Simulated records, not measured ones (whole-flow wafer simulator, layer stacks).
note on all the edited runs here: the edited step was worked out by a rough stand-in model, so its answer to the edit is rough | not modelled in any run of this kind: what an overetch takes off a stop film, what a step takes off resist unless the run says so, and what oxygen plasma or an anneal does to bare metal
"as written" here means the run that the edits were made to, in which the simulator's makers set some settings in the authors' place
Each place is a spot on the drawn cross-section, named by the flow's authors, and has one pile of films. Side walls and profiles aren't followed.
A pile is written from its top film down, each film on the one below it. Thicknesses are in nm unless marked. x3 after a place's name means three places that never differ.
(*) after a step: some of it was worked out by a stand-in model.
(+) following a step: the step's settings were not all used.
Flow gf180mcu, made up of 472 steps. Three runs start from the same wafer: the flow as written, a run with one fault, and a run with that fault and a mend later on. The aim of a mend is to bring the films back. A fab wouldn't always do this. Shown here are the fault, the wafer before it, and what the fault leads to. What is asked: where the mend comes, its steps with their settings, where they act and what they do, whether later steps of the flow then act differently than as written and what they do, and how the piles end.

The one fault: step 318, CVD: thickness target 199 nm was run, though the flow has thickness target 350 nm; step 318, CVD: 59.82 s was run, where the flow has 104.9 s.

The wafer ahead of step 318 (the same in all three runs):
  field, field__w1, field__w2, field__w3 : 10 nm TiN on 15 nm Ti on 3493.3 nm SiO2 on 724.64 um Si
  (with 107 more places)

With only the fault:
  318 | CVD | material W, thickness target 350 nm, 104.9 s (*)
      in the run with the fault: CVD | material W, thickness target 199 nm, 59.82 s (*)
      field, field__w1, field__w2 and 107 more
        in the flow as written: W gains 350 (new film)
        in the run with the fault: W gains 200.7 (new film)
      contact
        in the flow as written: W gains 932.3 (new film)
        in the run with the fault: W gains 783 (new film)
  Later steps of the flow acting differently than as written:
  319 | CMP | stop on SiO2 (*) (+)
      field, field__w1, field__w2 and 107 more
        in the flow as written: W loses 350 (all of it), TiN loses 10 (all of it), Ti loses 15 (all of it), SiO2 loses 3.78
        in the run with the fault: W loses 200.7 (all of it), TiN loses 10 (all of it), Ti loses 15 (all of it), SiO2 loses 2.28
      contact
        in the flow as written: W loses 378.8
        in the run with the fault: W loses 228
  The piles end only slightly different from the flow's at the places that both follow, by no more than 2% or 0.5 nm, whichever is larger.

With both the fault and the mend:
  The mend stands after step 318.
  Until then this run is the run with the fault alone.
  318a | CVD | material W, thickness target 151 nm, 45.28 s (the flow's step 318 again, with other settings)
      field, field__w1, field__w2 and 108 more
        W gains 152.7
  Later steps of the flow that are run all act as written at every place that is followed, up to a difference of at most 2% or 0.5 nm, whichever is larger.
  The piles end only slightly different from the flow's at the places that both follow, by no more than 2% or 0.5 nm, whichever is larger.
